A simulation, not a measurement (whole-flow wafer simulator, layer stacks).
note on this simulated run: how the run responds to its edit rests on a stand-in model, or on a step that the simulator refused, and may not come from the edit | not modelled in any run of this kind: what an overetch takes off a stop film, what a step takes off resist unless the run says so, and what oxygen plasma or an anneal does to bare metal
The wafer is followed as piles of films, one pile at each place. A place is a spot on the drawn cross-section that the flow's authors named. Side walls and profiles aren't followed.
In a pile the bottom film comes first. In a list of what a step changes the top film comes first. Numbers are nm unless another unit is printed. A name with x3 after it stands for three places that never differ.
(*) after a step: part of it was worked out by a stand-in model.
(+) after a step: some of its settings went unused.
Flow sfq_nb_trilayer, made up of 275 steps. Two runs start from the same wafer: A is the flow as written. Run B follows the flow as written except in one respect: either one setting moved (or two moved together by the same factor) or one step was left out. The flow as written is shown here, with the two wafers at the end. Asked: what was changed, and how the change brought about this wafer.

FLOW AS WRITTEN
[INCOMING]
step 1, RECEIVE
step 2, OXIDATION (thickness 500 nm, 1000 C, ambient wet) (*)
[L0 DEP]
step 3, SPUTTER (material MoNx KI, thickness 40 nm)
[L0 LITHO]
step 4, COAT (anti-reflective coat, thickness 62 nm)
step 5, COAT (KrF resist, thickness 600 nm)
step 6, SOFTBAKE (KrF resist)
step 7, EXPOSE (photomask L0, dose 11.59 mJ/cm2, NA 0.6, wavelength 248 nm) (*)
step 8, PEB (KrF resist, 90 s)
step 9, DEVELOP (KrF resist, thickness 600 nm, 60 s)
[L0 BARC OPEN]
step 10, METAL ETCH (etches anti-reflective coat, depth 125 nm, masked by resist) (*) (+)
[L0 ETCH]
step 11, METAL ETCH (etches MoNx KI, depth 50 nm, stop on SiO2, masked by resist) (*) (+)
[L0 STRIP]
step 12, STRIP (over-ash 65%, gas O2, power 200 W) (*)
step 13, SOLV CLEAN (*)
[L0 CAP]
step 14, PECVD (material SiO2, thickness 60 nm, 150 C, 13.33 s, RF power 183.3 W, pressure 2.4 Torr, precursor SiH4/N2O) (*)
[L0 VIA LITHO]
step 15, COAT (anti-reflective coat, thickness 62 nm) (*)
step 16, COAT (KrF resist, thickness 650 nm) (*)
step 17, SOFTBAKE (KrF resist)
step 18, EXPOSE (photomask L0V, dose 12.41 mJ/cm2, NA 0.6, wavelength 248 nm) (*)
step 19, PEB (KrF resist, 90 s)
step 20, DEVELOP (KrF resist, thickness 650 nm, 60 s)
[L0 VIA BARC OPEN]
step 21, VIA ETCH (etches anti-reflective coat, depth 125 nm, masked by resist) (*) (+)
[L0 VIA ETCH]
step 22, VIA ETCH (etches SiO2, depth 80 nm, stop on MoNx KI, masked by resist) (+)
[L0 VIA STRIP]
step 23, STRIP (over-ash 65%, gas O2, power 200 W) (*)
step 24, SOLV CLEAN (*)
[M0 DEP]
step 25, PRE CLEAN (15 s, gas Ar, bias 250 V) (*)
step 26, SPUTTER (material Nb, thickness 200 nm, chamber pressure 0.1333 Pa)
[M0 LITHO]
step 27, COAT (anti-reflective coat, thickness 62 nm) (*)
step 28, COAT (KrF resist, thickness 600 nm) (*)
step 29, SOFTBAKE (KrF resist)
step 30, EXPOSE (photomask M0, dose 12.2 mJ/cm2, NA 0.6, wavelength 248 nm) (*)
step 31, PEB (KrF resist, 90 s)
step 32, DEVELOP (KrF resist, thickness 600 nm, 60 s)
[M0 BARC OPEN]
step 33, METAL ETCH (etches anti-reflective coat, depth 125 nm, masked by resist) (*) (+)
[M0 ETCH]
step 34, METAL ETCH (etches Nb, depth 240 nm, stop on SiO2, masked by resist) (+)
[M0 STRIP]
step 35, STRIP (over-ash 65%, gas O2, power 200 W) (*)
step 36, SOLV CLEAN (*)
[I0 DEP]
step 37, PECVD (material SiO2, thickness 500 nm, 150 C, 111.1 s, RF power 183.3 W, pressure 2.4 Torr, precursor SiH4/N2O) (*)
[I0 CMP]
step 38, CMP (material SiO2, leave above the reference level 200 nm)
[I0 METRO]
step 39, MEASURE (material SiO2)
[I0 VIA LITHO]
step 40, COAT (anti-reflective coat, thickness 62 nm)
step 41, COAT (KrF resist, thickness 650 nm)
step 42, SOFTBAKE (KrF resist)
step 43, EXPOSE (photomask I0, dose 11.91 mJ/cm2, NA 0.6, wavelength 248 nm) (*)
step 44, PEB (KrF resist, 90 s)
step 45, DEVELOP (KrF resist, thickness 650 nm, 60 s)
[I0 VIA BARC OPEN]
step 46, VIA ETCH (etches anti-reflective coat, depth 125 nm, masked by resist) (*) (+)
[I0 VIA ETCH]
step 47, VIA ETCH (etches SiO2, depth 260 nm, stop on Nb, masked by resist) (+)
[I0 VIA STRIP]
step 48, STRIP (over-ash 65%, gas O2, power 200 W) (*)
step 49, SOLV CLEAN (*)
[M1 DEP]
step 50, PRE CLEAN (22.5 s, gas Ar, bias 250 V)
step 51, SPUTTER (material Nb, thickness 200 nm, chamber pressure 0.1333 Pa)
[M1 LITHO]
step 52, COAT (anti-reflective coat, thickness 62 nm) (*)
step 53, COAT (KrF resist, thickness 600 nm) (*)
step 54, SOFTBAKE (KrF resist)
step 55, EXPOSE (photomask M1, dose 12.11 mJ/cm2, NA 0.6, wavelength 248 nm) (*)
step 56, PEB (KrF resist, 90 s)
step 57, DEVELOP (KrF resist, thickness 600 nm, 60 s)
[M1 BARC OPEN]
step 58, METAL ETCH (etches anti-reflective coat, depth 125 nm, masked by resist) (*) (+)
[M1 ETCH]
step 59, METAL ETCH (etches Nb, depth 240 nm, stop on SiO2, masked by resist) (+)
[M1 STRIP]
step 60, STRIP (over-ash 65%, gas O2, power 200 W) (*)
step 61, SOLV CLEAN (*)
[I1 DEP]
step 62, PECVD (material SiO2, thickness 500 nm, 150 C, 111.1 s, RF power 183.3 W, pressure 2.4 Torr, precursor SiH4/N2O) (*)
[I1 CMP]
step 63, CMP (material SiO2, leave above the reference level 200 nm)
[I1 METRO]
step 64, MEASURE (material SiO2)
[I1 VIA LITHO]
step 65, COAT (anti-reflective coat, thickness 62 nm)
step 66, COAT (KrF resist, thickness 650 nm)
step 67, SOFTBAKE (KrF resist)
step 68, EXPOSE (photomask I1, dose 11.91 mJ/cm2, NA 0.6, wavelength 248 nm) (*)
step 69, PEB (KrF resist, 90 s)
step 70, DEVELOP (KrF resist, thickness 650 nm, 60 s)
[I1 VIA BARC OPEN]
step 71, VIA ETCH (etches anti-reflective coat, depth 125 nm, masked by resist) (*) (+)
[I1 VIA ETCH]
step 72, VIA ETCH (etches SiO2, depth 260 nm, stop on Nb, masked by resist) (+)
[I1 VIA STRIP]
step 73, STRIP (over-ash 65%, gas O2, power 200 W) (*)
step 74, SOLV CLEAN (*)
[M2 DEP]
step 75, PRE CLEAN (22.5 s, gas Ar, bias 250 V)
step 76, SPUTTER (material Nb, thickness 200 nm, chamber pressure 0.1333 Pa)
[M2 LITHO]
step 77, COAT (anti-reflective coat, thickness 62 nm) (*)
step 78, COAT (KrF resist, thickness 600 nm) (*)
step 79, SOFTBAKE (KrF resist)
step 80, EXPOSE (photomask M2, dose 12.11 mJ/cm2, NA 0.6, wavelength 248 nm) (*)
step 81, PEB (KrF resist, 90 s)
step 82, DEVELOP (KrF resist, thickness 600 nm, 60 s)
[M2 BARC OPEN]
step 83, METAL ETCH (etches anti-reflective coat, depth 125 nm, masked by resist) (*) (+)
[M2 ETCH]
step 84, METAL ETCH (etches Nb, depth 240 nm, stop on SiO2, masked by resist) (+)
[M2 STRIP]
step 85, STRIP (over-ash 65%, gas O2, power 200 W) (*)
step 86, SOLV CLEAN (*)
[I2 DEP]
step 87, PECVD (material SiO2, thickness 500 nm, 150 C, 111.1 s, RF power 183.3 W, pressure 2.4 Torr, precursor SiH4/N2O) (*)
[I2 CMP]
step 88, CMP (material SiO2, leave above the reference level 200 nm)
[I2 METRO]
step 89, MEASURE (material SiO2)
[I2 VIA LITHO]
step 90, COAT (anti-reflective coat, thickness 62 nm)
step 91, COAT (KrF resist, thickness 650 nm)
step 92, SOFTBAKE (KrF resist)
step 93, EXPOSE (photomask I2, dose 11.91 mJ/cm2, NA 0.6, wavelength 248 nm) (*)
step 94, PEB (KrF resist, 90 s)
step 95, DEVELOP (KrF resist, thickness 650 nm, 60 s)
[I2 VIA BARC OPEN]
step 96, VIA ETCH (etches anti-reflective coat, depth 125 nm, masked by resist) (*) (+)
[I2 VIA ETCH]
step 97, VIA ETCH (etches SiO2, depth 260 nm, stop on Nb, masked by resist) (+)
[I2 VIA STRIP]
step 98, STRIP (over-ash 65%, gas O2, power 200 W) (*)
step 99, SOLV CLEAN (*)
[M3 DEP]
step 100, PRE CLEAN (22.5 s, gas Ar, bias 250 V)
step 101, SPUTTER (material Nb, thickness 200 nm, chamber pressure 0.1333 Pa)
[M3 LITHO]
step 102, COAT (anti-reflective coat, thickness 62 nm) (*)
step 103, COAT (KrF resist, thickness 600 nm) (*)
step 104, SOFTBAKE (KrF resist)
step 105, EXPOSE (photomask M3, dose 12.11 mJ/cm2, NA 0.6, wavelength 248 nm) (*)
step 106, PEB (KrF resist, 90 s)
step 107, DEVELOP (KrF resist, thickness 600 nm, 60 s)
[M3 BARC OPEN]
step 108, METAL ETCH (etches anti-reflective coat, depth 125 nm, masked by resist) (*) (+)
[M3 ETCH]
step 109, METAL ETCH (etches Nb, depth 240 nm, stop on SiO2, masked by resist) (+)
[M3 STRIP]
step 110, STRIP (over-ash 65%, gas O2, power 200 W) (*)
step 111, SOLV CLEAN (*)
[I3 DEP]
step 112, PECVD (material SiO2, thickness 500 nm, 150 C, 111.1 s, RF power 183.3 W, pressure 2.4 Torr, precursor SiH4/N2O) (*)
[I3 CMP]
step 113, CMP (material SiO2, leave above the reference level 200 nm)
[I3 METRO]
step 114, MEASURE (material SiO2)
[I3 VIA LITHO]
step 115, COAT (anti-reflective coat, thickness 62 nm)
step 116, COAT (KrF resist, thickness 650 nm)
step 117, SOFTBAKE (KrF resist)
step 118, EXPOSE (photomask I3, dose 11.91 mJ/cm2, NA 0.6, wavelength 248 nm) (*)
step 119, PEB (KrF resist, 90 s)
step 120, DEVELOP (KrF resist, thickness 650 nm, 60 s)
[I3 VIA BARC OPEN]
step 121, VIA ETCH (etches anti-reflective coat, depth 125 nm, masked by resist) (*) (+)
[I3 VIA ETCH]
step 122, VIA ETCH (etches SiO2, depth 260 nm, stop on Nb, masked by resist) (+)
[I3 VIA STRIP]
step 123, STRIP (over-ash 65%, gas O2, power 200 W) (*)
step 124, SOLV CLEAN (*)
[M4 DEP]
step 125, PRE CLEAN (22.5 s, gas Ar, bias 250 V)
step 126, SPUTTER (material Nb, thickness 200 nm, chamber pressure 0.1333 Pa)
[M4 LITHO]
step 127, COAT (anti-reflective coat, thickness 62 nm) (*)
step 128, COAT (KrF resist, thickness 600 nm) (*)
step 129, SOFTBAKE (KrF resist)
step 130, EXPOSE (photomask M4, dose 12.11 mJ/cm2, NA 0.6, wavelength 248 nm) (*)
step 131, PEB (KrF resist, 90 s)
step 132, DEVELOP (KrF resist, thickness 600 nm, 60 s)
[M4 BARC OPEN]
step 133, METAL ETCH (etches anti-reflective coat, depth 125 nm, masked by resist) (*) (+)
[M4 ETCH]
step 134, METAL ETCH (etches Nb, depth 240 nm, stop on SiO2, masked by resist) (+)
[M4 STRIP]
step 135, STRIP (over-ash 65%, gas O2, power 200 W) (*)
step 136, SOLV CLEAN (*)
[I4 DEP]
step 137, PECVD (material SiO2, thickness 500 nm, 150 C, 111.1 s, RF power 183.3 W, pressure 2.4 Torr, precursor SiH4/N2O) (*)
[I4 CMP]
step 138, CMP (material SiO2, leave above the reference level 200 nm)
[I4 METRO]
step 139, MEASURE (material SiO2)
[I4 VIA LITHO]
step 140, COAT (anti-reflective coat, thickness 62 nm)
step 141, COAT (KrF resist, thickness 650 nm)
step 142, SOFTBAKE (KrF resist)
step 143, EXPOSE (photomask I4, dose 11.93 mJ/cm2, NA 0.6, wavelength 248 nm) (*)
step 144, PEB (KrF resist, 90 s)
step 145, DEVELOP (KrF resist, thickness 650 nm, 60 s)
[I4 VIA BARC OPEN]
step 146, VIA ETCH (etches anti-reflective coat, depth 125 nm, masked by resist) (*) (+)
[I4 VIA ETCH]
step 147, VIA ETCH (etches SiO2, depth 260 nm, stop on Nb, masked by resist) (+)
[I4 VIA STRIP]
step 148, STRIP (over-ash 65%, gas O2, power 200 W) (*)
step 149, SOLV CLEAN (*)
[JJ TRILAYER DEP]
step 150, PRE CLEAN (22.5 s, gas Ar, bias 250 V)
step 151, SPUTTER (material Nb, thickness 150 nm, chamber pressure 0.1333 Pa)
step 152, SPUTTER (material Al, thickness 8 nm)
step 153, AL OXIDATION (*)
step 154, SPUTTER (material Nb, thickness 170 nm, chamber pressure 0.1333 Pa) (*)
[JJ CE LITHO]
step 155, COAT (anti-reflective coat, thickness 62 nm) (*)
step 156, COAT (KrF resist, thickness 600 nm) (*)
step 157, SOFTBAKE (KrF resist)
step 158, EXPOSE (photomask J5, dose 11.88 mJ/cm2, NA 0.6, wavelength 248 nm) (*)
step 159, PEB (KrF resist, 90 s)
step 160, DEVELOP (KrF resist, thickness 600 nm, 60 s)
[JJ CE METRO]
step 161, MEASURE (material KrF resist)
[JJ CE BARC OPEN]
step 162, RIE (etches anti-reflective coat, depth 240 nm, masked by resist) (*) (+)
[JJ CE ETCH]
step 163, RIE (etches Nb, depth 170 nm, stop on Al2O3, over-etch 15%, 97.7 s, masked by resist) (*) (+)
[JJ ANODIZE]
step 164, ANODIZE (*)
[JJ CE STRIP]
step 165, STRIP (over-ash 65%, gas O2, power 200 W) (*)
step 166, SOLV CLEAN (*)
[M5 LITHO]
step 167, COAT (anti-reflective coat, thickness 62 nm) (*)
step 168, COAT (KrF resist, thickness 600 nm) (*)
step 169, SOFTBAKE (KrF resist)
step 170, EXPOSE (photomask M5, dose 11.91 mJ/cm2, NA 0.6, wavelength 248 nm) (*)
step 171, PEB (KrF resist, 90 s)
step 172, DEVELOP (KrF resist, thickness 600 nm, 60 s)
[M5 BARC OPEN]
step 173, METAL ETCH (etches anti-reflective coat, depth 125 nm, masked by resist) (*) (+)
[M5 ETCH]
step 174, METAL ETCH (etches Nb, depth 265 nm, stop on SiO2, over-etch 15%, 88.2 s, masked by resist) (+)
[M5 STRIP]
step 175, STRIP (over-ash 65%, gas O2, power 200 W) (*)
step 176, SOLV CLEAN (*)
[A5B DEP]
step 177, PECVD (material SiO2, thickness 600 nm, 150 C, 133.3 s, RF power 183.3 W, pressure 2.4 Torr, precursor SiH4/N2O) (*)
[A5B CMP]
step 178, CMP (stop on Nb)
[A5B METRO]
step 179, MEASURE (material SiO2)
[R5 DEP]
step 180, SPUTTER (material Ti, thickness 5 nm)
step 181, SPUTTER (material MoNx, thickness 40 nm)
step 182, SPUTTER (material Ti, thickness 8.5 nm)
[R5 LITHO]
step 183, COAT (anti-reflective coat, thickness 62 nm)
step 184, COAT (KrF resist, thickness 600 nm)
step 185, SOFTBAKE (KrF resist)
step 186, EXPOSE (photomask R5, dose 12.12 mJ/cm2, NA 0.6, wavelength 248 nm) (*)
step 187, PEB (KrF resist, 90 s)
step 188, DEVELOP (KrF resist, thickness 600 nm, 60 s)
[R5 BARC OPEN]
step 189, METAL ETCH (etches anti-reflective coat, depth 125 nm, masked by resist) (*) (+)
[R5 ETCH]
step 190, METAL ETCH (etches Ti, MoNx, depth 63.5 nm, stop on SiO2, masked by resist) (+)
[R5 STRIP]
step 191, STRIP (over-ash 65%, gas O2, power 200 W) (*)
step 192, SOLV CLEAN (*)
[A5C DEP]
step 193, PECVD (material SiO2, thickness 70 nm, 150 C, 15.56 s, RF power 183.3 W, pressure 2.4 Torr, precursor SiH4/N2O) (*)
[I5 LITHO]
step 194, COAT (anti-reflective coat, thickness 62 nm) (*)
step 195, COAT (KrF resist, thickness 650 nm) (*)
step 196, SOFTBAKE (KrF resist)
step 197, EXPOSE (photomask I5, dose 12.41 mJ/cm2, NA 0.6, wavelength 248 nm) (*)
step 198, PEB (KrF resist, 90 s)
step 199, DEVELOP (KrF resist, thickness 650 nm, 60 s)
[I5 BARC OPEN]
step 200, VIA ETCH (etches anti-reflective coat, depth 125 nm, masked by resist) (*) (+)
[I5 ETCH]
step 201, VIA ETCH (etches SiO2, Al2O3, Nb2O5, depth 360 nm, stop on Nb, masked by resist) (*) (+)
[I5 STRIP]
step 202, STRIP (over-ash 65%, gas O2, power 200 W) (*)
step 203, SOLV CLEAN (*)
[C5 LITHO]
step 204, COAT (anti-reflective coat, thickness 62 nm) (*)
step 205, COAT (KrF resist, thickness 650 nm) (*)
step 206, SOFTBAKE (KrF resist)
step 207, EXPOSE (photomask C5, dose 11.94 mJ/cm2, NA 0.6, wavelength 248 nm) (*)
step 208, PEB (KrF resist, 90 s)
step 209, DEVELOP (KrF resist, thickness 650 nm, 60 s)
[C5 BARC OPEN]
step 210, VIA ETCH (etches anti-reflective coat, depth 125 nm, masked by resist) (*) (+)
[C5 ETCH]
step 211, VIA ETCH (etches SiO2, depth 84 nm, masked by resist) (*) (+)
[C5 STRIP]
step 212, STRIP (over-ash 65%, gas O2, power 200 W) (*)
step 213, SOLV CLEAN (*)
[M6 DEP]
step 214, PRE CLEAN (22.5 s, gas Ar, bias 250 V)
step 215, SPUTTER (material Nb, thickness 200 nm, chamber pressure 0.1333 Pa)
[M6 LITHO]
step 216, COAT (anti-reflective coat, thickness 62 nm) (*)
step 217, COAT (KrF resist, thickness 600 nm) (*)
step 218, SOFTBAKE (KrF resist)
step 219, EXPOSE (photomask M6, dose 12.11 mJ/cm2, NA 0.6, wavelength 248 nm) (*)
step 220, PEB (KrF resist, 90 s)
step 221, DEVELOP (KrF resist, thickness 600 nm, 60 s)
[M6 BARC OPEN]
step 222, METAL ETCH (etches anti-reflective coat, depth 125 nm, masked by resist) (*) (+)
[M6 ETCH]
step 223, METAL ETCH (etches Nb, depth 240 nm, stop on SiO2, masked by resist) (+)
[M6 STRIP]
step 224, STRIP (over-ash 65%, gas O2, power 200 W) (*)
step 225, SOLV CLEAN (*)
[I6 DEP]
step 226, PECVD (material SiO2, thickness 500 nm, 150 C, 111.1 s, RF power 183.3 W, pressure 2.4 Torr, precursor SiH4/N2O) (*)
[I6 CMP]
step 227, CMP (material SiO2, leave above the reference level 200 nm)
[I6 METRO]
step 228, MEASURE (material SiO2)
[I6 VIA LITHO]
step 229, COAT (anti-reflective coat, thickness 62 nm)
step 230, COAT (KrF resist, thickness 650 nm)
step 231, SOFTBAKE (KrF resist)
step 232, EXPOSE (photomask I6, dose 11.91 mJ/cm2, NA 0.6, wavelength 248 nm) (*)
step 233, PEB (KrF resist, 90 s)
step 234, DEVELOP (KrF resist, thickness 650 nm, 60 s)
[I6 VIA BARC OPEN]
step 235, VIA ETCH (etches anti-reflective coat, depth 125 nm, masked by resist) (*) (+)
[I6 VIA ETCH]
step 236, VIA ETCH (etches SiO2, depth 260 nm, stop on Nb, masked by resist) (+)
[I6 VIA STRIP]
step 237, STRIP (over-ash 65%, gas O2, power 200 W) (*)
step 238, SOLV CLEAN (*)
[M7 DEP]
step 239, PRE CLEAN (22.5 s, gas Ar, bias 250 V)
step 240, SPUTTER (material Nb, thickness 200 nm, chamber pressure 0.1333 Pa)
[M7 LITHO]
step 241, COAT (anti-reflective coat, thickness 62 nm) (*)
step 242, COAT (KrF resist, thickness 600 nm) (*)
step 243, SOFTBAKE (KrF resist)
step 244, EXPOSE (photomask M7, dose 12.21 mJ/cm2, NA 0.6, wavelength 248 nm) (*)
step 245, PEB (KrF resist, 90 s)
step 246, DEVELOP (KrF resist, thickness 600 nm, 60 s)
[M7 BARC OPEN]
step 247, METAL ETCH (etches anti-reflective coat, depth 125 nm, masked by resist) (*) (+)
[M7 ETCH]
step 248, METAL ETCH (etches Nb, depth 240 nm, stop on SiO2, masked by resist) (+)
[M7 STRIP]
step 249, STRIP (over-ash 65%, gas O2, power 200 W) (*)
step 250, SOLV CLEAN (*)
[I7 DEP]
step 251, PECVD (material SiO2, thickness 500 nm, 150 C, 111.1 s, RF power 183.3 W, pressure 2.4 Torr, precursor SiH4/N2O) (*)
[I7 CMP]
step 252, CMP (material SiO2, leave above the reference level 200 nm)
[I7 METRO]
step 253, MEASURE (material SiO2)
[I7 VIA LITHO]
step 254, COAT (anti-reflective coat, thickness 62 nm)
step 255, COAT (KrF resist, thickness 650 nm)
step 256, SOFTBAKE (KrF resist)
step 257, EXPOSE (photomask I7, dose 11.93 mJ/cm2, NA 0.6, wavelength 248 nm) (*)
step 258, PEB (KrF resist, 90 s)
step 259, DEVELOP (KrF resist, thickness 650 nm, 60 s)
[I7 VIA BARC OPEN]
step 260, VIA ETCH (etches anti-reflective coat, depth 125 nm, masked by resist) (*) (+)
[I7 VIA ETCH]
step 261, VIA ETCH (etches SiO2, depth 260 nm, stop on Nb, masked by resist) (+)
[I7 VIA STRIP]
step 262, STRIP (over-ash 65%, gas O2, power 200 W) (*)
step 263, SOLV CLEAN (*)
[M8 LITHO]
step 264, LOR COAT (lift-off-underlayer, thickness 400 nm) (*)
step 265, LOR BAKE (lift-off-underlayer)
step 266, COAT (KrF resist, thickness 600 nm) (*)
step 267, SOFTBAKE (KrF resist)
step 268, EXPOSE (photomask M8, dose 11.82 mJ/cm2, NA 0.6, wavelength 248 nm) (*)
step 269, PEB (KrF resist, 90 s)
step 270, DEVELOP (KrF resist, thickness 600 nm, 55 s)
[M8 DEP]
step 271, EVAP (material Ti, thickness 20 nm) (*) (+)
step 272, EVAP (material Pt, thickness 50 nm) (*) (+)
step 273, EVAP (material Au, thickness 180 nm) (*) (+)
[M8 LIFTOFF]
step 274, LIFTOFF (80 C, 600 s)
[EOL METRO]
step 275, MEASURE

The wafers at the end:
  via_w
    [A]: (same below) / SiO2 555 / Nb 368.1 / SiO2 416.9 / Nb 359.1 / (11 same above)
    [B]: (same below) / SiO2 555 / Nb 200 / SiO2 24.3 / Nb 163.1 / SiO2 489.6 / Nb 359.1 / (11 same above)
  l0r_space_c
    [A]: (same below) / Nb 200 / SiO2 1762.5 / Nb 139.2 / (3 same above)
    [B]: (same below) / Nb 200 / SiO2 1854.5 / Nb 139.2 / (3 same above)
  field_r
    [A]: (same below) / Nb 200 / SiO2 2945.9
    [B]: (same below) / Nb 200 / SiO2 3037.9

The reason: step 38, CMP: leave above the reference level 292 nm was run, whereas the flow has leave above the reference level 200 nm.

Step by step, how the change led to this:
  step 38, CMP (material SiO2, leave above the reference level 200 nm)
      v_sur, via_wl, via_w and 94 more: A -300 SiO2 | B -208 SiO2
      field_l, l0_sur, l0r_line_l, l0r_line_c, l0r_line_r: A -340 SiO2 | B -248 SiO2
      (also at 4 further places)
  step 47, VIA ETCH (etches SiO2, depth 260 nm, stop on Nb, masked by resist) (+)
      via_w: A -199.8 SiO2 (all of it) | B -260 SiO2
  step 50, PRE CLEAN (22.5 s, gas Ar, bias 250 V)
      via_w: A -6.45 Nb | B -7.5 SiO2
  step 51, SPUTTER (material Nb, thickness 200 nm, chamber pressure 0.1333 Pa)
      via_w: A +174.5 Nb | B +163.1 Nb (new film)
  step 52, COAT (anti-reflective coat, thickness 62 nm) (*)
      via_w: A +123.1 anti-reflective coat (new film) | B +136.1 anti-reflective coat (new film)
      via_wr: A +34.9 anti-reflective coat (new film) | B +33.2 anti-reflective coat (new film)
  step 53, COAT (KrF resist, thickness 600 nm) (*)
      via_w: A +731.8 KrF resist (new film) | B +781.6 KrF resist (new film)
  step 60, STRIP (over-ash 65%, gas O2, power 200 W) (*)
      via_w: A -513.8 KrF resist (all of it), -123.1 anti-reflective coat (all of it) | B -563.6 KrF resist (all of it), -136.1 anti-reflective coat (all of it)
      via_wr: A -384.4 KrF resist (all of it), -34.9 anti-reflective coat (all of it) | B -378.6 KrF resist (all of it), -33.2 anti-reflective coat (all of it)
  step 62, PECVD (material SiO2, thickness 500 nm, 150 C, 111.1 s, RF power 183.3 W, pressure 2.4 Torr, precursor SiH4/N2O) (*)
      via_w: A +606 SiO2 (new film) | B +678.7 SiO2 (new film)
If metal films that touch count as one body, via_w has 6 bodies (between them, from the top down: SiO2 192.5; SiO2 427.3 / Al2O3 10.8 / Nb2O5 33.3; SiO2 425.9; SiO2 489.6; SiO2 24.3); the flow as written gives 5 bodies (between them, from the top down: SiO2 192.5; SiO2 427.3 / Al2O3 10.8 / Nb2O5 33.3; SiO2 425.9; SiO2 416.9).
